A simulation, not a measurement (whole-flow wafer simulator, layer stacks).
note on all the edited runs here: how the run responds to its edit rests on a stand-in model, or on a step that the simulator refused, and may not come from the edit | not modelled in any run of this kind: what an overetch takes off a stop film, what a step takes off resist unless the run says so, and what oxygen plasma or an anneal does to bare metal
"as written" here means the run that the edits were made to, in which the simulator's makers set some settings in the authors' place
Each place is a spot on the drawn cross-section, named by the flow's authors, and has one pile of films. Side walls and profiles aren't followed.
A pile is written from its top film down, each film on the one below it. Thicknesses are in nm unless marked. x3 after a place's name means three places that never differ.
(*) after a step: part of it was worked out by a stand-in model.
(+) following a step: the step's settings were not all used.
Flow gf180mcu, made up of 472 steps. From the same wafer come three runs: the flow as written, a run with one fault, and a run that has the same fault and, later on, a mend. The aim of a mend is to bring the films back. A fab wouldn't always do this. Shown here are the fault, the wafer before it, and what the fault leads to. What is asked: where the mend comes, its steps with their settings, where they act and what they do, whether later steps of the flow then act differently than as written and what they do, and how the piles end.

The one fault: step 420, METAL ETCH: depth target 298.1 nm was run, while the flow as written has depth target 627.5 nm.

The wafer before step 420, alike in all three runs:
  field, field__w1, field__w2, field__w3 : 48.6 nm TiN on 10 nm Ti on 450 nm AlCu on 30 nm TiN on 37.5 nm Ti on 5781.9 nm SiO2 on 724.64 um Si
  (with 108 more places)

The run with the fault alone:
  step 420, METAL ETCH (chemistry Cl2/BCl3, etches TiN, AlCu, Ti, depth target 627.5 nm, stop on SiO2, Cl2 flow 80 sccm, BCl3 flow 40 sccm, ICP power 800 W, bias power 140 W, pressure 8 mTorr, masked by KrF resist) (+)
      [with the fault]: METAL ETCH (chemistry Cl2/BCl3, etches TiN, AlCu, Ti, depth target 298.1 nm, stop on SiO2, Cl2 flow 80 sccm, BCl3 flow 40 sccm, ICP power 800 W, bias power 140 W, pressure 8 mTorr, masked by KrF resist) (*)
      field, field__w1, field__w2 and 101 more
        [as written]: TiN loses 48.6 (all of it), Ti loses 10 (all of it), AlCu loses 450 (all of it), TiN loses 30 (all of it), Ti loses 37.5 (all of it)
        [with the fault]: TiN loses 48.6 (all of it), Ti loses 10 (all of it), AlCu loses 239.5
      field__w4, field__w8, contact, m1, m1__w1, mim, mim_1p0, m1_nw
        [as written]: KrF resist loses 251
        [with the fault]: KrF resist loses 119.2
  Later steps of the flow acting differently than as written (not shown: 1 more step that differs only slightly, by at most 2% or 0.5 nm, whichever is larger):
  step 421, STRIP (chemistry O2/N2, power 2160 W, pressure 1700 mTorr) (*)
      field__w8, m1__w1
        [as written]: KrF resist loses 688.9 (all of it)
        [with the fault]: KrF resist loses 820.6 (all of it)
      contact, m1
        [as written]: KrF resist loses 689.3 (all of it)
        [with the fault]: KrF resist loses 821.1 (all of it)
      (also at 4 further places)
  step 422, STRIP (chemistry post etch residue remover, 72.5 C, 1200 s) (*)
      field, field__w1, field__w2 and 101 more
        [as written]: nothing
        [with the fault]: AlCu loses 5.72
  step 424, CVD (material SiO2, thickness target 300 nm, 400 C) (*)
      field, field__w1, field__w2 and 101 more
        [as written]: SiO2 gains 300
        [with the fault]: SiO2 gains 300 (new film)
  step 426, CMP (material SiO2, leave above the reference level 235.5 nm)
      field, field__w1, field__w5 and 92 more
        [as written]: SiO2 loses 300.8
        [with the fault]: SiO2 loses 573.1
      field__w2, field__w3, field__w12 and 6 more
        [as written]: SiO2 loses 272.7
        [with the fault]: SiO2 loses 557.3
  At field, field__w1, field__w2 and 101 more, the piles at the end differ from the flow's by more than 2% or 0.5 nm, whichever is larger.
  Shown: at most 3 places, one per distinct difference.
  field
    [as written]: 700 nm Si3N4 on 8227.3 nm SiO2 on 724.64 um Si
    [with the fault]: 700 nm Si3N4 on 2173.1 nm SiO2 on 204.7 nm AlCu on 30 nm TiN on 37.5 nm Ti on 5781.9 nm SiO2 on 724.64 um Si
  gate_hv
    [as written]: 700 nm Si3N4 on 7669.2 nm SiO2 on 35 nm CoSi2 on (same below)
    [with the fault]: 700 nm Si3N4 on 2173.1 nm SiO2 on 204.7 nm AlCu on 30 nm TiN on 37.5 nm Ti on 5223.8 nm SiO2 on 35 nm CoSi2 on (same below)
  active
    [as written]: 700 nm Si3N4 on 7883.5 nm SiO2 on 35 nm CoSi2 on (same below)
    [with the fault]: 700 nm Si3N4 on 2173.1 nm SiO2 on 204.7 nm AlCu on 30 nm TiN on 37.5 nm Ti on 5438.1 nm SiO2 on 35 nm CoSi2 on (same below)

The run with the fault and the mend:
  After step 420 comes the mend.
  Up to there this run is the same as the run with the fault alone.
  step 420a, METAL ETCH (chemistry Cl2/BCl3, etches TiN, AlCu, Ti, depth target 329.4 nm, stop on SiO2, Cl2 flow 80 sccm, BCl3 flow 40 sccm, ICP power 800 W, bias power 140 W, pressure 8 mTorr, masked by KrF resist) (+) (the flow's step 420, run once more with other settings)
      field, field__w1, field__w2 and 101 more
        AlCu loses 210.5 (all of it), TiN loses 30 (all of it), Ti loses 37.5 (all of it)
      field__w4, field__w8, contact, m1, m1__w1, mim, mim_1p0, m1_nw
        KrF resist loses 131.8
  None of the later steps of the flow acts differently than as written at any place that is followed.
  The piles end the same as the flow's at every place that both follow.
